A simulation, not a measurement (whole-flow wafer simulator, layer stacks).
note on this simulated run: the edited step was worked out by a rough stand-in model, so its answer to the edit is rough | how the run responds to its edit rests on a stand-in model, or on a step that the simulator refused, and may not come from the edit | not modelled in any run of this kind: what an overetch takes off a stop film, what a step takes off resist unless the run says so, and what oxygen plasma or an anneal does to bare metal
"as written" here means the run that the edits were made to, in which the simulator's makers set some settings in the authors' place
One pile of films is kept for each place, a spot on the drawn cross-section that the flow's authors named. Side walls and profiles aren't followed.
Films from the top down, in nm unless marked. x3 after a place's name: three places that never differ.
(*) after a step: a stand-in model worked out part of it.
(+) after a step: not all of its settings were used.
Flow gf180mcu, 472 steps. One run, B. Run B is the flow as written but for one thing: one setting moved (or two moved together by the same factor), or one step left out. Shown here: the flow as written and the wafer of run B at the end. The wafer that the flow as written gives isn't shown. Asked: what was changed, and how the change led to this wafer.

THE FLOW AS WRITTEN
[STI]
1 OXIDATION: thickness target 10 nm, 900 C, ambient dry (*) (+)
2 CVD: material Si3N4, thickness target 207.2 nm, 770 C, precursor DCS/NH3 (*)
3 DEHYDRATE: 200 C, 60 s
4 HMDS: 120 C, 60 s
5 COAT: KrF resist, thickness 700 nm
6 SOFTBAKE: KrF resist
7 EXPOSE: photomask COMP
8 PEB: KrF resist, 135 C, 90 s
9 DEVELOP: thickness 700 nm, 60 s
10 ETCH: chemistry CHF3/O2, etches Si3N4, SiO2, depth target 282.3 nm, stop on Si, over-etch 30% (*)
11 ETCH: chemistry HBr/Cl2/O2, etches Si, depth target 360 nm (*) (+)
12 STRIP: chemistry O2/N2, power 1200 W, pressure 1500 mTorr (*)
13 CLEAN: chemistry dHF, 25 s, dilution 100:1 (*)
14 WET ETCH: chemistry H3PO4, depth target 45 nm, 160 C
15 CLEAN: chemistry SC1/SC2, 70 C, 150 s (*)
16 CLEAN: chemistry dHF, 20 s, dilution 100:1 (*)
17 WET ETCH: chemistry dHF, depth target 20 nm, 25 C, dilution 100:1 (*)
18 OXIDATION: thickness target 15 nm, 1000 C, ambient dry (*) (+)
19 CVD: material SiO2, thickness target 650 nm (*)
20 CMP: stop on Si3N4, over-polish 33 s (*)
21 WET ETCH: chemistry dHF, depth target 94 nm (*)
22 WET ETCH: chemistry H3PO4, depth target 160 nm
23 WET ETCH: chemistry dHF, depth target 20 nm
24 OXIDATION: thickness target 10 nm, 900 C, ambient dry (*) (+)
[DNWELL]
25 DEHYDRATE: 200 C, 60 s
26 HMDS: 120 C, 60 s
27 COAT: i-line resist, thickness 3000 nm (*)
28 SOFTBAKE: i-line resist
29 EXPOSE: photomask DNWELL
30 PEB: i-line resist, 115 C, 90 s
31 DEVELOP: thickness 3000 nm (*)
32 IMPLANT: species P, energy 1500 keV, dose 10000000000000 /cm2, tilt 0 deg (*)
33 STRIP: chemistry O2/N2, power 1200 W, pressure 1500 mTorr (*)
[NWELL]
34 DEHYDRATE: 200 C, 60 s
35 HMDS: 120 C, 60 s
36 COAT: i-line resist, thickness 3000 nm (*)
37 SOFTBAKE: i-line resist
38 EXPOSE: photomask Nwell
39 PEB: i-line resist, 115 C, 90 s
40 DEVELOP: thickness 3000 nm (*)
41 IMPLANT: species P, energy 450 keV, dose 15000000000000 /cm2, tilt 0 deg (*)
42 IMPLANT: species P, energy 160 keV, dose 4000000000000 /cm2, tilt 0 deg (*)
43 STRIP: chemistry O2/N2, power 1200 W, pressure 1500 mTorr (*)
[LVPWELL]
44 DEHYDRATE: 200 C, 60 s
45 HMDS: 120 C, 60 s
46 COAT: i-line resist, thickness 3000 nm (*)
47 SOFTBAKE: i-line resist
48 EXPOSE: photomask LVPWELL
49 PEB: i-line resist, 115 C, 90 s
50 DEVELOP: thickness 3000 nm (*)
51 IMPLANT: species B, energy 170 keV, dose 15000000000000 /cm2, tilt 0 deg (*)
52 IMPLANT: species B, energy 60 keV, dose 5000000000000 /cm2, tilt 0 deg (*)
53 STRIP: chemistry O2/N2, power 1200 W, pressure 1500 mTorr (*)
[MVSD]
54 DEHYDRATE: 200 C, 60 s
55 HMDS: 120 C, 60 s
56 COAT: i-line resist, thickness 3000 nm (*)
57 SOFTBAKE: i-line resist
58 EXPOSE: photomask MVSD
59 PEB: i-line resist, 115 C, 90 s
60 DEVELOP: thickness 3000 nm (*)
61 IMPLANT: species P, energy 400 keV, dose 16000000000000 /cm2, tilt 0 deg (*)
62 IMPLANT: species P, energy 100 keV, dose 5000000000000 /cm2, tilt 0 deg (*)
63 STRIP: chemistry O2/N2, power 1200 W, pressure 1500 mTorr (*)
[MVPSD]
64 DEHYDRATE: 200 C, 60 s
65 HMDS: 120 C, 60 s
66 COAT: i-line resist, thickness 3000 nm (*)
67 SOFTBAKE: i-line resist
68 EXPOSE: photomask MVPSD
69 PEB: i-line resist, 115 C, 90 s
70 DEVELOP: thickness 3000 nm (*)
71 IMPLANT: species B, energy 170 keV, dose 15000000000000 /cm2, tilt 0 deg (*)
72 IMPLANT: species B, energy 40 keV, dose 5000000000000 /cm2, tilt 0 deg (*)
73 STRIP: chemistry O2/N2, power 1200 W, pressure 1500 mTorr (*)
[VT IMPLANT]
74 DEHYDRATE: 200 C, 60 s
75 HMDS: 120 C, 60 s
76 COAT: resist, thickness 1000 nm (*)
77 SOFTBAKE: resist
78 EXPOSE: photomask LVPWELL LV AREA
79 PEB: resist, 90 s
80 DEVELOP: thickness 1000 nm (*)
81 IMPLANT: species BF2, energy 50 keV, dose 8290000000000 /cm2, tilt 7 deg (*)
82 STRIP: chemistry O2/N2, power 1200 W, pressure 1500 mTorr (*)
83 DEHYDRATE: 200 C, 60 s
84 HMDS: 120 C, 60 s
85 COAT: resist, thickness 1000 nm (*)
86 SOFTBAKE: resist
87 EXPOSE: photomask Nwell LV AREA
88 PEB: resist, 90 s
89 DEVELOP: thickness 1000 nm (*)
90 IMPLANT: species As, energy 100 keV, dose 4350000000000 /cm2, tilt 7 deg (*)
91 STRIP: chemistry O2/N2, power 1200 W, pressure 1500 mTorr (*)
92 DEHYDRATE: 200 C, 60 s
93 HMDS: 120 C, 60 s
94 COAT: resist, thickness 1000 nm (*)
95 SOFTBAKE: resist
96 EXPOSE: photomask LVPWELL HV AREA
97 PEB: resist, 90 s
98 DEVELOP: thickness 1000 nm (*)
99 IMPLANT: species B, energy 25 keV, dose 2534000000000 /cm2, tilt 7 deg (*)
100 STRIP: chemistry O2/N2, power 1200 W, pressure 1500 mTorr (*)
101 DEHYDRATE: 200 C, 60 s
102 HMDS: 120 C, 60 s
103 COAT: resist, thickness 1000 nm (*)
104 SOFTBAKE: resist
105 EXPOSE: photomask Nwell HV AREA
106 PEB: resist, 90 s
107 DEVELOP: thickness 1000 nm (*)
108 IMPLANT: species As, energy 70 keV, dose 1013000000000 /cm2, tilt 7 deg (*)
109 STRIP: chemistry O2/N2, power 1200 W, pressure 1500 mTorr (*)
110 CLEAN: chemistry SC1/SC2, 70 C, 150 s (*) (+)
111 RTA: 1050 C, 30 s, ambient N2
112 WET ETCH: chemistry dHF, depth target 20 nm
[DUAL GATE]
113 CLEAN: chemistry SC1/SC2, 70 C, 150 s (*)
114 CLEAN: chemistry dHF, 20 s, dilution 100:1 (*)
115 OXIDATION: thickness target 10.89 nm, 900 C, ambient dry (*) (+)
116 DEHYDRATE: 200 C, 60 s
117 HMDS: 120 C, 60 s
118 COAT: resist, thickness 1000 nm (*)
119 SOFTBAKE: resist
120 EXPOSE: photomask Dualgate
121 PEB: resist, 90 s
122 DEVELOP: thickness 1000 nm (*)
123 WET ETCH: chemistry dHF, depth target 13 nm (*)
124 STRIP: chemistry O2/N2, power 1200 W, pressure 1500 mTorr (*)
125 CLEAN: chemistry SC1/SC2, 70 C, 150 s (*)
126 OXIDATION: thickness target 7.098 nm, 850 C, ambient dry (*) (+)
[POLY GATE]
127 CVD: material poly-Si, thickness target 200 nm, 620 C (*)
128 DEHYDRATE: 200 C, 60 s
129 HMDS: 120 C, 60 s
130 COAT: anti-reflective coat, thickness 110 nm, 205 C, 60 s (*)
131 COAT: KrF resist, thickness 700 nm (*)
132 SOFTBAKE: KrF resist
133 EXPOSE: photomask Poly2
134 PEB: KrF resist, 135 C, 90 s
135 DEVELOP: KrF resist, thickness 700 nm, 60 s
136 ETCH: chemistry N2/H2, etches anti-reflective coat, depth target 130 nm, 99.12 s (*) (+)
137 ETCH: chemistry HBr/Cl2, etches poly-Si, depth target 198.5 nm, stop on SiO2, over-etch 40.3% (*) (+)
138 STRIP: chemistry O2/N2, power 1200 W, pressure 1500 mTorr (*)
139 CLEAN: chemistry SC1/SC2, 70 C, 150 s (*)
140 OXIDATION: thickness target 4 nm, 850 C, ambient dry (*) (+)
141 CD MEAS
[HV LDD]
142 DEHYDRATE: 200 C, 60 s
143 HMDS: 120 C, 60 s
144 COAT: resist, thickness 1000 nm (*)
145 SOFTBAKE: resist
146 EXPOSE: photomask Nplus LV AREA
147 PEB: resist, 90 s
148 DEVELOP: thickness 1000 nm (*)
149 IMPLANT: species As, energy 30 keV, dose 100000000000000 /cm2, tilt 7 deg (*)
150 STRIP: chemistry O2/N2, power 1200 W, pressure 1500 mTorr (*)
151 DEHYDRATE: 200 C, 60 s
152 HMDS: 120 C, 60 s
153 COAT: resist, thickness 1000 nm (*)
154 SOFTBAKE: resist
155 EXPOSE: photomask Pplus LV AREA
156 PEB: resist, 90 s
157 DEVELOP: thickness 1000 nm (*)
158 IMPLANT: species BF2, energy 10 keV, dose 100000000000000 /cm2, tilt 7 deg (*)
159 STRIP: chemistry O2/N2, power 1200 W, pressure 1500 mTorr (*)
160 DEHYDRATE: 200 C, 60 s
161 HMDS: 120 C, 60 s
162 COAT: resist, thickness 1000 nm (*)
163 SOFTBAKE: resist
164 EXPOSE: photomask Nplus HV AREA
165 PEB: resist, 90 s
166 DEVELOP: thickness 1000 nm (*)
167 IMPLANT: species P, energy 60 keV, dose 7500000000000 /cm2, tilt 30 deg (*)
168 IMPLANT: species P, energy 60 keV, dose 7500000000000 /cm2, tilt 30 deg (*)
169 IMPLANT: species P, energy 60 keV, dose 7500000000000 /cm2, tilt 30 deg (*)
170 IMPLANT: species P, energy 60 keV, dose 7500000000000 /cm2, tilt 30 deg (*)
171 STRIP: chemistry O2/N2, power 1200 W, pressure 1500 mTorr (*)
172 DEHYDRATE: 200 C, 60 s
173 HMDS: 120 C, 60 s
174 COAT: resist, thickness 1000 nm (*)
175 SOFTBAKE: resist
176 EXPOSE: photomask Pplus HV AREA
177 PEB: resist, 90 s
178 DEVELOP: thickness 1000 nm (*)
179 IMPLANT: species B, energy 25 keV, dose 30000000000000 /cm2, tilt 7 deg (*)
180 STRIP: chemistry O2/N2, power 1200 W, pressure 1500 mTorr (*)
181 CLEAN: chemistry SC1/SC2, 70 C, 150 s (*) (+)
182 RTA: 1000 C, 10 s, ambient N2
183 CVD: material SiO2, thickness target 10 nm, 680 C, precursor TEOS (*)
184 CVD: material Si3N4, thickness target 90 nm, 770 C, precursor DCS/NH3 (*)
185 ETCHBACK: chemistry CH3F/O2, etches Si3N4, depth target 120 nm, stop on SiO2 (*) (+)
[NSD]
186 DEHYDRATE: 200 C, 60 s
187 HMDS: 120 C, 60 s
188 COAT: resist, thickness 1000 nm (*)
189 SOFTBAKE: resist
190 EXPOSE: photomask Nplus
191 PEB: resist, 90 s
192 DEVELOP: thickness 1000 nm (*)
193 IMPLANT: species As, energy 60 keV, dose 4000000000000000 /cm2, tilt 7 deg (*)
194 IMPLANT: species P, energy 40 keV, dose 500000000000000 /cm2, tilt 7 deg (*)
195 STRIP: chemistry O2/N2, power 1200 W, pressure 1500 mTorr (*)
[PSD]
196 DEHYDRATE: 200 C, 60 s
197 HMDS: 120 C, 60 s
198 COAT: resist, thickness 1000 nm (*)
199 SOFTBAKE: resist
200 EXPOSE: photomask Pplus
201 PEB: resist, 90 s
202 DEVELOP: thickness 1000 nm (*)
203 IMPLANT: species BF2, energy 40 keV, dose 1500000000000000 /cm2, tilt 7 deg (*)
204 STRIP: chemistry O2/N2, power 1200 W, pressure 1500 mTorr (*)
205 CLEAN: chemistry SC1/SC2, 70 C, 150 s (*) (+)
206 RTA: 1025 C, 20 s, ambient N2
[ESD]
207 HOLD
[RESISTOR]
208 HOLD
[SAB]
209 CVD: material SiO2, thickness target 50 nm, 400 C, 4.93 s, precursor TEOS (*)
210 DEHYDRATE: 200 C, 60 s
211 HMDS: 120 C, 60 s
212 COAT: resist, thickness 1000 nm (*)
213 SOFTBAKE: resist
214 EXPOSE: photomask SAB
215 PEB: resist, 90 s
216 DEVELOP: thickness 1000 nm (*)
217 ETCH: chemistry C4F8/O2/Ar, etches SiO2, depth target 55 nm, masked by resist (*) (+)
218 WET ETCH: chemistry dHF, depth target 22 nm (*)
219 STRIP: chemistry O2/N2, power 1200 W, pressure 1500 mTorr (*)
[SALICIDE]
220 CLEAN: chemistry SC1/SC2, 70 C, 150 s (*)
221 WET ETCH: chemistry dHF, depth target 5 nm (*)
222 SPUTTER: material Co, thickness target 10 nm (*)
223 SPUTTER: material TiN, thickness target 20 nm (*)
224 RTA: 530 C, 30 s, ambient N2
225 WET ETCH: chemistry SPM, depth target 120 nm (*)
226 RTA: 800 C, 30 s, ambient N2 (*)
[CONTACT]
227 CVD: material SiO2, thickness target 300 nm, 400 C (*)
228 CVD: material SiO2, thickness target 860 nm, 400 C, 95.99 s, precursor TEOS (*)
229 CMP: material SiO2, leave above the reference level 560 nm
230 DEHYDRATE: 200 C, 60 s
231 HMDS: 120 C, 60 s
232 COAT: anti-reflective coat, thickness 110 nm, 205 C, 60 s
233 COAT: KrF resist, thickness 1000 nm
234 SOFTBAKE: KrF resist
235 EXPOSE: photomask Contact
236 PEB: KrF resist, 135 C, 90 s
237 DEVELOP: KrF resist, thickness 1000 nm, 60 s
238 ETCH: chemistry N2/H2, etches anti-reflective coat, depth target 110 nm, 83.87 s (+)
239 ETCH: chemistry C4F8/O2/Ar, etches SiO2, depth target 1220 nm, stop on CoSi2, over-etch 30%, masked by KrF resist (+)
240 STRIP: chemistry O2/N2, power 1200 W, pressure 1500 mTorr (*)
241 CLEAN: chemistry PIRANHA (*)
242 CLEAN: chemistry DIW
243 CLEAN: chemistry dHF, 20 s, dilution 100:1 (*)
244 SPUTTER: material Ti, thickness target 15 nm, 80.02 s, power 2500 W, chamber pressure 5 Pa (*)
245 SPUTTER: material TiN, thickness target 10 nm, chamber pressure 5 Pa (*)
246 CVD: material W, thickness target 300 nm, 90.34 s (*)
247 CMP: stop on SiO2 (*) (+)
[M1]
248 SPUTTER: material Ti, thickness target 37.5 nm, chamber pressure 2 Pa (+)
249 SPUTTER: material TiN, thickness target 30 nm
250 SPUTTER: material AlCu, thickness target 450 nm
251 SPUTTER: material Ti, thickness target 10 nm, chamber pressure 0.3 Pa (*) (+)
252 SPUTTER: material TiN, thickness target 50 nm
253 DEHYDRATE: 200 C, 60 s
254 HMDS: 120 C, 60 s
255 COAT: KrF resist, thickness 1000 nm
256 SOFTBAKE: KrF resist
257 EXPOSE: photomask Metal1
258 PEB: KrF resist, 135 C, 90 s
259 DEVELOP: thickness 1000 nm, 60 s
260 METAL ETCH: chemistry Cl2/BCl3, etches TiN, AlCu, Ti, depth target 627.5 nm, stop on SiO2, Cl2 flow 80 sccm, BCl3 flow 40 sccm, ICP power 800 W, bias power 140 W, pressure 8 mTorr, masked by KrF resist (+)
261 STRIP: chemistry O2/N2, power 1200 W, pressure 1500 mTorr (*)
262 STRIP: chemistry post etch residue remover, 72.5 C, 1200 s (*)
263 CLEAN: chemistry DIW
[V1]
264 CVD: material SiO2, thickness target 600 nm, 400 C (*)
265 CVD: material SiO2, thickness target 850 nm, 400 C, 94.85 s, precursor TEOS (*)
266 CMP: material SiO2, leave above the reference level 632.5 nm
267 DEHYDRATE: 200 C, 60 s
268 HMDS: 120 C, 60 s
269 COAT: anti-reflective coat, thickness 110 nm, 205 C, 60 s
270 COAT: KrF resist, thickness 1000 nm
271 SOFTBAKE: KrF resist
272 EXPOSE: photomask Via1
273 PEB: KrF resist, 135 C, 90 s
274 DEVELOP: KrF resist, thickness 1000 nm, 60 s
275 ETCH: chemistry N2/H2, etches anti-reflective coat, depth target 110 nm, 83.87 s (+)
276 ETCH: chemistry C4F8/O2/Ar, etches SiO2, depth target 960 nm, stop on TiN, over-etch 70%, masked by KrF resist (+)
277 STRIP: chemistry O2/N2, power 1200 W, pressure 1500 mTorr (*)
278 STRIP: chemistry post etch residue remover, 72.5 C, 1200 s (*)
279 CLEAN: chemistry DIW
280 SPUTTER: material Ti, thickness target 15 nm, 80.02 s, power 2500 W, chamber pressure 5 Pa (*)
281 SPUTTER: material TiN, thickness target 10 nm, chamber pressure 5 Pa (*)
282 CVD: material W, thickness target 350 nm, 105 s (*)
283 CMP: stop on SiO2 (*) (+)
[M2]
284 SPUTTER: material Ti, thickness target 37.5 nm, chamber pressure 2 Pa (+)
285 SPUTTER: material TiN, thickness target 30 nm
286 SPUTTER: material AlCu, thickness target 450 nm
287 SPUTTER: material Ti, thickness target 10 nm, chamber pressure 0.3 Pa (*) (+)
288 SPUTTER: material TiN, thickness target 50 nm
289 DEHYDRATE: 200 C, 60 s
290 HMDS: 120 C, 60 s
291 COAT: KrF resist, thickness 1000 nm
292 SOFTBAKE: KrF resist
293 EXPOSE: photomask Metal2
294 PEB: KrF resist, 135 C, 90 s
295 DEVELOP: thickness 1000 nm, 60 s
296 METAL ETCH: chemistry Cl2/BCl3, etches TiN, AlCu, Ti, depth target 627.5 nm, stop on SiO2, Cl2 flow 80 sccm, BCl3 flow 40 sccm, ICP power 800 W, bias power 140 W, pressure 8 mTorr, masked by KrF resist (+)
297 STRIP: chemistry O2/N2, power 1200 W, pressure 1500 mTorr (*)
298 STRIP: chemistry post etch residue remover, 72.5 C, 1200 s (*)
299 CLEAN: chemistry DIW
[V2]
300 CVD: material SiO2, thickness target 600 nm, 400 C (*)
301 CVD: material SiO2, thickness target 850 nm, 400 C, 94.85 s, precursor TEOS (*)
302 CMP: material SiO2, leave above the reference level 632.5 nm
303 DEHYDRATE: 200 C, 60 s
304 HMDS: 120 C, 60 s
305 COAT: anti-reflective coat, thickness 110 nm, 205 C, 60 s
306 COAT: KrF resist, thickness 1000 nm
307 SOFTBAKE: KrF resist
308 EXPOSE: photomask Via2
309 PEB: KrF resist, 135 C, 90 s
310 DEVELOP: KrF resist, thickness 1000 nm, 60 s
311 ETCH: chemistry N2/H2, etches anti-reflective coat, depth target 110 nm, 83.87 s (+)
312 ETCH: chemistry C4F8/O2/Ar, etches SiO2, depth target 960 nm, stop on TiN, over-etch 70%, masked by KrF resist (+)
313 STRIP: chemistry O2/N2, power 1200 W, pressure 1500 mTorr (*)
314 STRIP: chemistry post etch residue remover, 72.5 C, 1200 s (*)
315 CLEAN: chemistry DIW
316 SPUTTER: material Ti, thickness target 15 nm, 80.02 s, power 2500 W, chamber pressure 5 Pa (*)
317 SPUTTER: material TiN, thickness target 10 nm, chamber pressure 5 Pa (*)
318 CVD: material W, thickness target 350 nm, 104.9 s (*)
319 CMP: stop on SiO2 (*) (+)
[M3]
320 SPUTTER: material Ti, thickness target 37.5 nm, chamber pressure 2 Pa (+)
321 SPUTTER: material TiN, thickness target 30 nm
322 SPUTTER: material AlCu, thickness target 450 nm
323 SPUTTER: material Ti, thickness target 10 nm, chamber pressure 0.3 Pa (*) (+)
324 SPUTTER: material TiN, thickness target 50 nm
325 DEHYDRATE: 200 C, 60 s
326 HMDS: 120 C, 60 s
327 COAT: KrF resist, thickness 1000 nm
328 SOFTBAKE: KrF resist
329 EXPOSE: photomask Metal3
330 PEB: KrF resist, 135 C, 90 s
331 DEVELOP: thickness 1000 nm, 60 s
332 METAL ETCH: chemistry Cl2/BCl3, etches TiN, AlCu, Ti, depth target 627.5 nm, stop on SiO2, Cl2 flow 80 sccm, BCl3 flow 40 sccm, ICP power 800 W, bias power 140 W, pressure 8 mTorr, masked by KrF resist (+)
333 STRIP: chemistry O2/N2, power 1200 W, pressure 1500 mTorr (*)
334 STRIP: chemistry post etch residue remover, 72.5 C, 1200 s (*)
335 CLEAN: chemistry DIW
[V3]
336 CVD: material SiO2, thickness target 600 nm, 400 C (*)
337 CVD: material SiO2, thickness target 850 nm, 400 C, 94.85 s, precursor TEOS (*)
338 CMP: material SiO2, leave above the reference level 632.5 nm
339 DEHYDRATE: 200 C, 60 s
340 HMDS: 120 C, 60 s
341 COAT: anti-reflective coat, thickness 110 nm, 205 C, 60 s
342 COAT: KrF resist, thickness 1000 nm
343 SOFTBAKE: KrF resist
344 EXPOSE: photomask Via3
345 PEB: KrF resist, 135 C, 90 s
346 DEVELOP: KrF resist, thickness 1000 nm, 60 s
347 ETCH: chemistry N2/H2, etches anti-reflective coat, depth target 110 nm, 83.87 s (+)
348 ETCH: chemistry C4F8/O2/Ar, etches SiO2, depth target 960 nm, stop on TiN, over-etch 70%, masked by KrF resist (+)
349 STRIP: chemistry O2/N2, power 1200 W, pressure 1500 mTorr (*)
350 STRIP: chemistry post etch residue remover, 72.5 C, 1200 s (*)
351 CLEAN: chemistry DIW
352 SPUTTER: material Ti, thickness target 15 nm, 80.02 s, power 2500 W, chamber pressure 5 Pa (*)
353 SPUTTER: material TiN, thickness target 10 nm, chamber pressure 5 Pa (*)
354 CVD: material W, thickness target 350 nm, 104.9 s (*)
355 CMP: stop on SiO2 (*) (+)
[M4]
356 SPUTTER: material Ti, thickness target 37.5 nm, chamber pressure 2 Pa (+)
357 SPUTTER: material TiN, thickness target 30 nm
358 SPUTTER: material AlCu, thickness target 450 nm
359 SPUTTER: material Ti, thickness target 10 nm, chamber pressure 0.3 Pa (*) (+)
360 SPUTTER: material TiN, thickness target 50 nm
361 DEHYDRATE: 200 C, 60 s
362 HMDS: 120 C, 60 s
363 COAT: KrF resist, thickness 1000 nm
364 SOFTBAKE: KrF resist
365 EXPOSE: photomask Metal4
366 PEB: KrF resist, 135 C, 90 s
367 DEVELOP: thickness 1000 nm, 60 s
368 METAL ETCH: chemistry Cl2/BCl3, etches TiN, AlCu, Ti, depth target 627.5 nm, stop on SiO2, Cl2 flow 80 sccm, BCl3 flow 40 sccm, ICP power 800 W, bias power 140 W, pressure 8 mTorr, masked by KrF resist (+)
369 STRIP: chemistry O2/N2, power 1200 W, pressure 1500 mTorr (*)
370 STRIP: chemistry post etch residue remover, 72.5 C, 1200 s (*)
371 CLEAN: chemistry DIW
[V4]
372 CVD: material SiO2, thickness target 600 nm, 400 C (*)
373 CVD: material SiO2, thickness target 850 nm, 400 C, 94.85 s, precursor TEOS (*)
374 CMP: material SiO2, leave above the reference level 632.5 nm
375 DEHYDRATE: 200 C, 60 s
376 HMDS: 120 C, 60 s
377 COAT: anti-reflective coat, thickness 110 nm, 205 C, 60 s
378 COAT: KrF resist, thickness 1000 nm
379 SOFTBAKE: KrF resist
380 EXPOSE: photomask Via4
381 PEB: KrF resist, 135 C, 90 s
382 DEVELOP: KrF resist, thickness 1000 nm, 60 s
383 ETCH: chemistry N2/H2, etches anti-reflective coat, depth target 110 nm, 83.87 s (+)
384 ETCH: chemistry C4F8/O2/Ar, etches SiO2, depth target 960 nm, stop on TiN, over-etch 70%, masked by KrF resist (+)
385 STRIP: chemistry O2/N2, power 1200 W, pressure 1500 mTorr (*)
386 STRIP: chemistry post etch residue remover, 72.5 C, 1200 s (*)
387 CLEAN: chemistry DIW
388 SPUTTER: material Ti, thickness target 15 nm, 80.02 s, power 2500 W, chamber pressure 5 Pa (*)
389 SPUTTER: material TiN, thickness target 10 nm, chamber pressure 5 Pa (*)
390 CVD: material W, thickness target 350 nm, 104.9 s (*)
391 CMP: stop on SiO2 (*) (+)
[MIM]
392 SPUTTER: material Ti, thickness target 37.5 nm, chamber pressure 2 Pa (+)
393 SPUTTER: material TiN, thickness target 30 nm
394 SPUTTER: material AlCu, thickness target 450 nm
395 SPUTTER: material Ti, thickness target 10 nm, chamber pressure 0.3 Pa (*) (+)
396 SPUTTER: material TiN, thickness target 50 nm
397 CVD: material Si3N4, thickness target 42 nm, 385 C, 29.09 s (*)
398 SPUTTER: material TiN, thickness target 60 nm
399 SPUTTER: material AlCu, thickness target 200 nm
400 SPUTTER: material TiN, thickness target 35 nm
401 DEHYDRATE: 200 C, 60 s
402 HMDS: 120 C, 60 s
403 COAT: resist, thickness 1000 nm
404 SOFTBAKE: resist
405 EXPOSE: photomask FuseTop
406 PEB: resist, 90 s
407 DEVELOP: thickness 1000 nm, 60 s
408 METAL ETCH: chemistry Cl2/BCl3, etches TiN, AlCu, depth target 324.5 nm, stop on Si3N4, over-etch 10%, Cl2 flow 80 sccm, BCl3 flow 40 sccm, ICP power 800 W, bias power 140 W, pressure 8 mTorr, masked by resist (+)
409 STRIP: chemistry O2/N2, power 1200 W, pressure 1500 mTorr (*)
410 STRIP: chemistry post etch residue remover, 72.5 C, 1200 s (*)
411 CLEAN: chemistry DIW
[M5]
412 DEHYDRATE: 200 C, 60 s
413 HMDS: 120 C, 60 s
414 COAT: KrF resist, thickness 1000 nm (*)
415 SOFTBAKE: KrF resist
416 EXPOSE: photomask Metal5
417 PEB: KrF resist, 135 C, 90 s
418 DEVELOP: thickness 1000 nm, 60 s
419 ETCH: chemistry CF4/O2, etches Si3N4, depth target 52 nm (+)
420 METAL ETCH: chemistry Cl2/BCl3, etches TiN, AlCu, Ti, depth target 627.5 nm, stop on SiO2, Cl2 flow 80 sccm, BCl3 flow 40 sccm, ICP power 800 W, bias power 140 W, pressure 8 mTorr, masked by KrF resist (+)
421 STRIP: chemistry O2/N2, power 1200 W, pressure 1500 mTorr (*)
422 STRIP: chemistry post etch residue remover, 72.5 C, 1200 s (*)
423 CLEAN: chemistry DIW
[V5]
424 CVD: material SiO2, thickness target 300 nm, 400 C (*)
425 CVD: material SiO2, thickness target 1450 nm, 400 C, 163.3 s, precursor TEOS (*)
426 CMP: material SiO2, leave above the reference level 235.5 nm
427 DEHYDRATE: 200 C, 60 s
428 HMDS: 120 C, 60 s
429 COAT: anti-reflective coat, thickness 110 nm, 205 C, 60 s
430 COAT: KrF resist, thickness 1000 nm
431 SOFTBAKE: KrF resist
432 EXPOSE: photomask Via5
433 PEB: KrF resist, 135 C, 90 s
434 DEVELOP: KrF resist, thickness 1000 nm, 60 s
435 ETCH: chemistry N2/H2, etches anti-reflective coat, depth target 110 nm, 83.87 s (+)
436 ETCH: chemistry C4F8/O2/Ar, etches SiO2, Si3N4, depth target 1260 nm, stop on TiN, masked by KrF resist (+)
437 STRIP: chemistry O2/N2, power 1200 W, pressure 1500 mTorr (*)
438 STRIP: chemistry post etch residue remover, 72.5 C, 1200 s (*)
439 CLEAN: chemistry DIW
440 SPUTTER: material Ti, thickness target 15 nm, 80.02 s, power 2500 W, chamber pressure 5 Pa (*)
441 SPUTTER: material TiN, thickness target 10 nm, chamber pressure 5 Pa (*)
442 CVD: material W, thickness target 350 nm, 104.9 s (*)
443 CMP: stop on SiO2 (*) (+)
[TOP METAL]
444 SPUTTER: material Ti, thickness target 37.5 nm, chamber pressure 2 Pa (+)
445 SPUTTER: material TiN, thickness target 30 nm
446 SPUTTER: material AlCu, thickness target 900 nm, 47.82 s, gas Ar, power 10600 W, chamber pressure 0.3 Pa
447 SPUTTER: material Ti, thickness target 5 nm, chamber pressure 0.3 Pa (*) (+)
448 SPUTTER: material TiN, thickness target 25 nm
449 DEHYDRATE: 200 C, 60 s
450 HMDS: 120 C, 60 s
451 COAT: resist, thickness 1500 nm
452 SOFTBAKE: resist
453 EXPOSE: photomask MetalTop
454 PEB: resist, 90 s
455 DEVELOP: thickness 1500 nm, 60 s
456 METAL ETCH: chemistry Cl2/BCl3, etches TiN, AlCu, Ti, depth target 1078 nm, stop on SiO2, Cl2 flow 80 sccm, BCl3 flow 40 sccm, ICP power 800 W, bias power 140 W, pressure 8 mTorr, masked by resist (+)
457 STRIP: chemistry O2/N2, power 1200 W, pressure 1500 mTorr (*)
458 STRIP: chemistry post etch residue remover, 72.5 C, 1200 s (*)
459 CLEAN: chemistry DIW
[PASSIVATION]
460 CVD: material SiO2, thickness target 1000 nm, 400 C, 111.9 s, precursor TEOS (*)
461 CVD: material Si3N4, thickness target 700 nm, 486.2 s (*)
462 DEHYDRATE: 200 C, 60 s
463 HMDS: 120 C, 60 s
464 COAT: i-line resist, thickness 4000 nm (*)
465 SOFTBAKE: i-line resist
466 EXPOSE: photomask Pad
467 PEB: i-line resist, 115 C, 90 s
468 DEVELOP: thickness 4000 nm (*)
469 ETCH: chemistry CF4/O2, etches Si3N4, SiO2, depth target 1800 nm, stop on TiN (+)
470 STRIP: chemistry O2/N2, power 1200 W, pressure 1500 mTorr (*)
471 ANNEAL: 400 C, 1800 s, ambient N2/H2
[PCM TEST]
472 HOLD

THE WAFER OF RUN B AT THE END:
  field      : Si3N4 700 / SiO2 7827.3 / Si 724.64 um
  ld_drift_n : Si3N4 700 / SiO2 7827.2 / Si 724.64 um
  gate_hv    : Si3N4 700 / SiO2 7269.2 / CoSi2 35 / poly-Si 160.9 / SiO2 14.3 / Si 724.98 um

The cause: step 460, CVD: thickness target 600 nm was run, where the flow has thickness target 1000 nm.

How the change led to this, step by step:
  460 CVD: material SiO2, thickness target 1000 nm, 400 C, 111.9 s, precursor TEOS (*)
      field, field__w1, field__w2 and 103 more: SiO2 +600 (as written it would be: SiO2 +1000)
      field__w8, contact, m1, m1__w1, pad, m1_nw: SiO2 +600 (new film) (as written it would be: SiO2 +1000 (new film))
  465 SOFTBAKE: i-line resist
      field__w5, field__w9: i-line resist +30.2 (as written it would be: i-line resist +37.3)
      field__w11, field__w13: i-line resist +31.2 (as written it would be: i-line resist +37.9)
      (and at 57 more places)
  469 ETCH: chemistry CF4/O2, etches Si3N4, SiO2, depth target 1800 nm, stop on TiN (+)
      pad: Si3N4 -700 (all of it), SiO2 -600 (all of it) (as written it would be: Si3N4 -700 (all of it), SiO2 -1000 (all of it))
